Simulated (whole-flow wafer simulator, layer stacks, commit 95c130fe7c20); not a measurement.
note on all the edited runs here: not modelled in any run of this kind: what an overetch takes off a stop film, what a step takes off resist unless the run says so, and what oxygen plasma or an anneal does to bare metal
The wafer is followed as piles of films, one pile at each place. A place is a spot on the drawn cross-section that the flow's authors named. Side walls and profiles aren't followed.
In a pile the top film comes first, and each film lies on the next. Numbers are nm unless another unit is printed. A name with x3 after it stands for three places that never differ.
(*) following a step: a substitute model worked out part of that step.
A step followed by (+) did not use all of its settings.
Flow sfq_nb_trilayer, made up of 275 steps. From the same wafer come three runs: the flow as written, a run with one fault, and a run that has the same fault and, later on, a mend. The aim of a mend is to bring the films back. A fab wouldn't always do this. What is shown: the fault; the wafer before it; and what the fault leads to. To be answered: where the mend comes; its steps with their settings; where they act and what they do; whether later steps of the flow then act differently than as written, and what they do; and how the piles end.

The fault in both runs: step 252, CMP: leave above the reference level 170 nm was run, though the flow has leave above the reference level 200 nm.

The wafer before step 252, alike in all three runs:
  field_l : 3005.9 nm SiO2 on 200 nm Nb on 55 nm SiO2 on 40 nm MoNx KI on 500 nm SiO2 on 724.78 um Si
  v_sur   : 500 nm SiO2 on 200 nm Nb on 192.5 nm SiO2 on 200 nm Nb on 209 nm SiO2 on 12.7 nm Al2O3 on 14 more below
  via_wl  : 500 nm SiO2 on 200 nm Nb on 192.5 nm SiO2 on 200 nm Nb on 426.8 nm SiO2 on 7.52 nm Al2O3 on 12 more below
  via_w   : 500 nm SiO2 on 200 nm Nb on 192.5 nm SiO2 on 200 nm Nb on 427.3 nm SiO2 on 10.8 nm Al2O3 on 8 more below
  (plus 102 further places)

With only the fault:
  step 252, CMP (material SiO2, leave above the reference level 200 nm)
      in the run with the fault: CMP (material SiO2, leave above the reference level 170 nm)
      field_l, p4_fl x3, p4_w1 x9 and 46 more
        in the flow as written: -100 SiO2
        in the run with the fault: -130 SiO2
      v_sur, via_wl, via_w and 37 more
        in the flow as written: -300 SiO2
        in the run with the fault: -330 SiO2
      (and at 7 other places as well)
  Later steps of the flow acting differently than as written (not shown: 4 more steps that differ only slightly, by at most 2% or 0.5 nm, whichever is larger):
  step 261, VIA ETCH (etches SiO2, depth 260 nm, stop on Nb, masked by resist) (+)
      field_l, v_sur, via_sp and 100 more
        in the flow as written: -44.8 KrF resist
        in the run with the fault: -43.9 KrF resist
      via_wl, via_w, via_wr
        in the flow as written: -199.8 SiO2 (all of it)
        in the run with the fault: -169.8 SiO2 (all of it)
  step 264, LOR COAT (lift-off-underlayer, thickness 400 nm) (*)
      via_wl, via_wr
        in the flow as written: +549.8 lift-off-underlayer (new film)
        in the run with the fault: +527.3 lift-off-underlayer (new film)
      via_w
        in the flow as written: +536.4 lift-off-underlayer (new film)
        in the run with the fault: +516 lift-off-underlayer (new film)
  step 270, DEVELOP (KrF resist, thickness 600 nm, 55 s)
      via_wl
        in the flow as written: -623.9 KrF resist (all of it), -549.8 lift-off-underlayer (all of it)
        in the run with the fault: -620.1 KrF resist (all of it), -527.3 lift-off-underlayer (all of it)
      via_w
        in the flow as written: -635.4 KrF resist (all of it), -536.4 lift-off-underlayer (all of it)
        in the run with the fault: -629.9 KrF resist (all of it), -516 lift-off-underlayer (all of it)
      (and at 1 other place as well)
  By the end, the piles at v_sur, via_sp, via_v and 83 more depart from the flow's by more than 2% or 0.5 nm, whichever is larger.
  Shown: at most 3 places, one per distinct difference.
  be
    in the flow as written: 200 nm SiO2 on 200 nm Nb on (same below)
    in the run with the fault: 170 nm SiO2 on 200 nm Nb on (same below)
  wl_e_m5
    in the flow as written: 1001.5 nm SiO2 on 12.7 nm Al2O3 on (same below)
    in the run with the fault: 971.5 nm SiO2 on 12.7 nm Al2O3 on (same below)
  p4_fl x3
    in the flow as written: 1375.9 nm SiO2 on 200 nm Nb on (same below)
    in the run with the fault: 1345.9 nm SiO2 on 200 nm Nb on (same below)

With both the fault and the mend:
  After step 259 comes the mend.
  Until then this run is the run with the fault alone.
  step 259a, STRIP (over-ash 65%, gas O2, power 200 W) (*)
      field_l, v_sur, via_sp and 100 more
        -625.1 KrF resist (all of it), -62 anti-reflective coat (all of it)
      via_wl, via_w, via_wr
        -62 anti-reflective coat (all of it)
  step 259b, PECVD (material SiO2, thickness 30 nm, 150 C, 6.667 s, RF power 183.3 W, pressure 2.4 Torr, precursor SiH4/N2O) (the flow's step 251 again, with other settings)
      field_l, v_sur, via_wl and 103 more
        +30 SiO2
  step 259c, COAT (anti-reflective coat, thickness 62 nm) (the flow's step 254 again)
      field_l, v_sur, via_wl and 103 more
        +62 anti-reflective coat (new film)
  step 259d, COAT (KrF resist, thickness 650 nm) (the flow's step 255 again)
      field_l, v_sur, via_wl and 103 more
        +650 KrF resist (new film)
  step 259e, SOFTBAKE (KrF resist) (the flow's step 256 again)
      leaves every film unchanged at each place that is followed
  step 259f, EXPOSE (photomask I7, dose 11.93 mJ/cm2, NA 0.6, wavelength 248 nm) (*) (the flow's step 257 again)
      leaves every film unchanged at each place that is followed
  step 259g, PEB (KrF resist, 90 s) (the flow's step 258 again)
      field_l, v_sur, via_wl and 103 more
        -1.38 KrF resist
  step 259h, DEVELOP (KrF resist, thickness 650 nm, 60 s) (the flow's step 259 again)
      field_l, v_sur, via_sp and 100 more
        -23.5 KrF resist
      via_wl, via_w, via_wr
        -648.6 KrF resist (all of it)
  None of the later steps of the flow acts differently than as written at any place that is followed.
  The piles end the same as the flow's at every place that both follow.
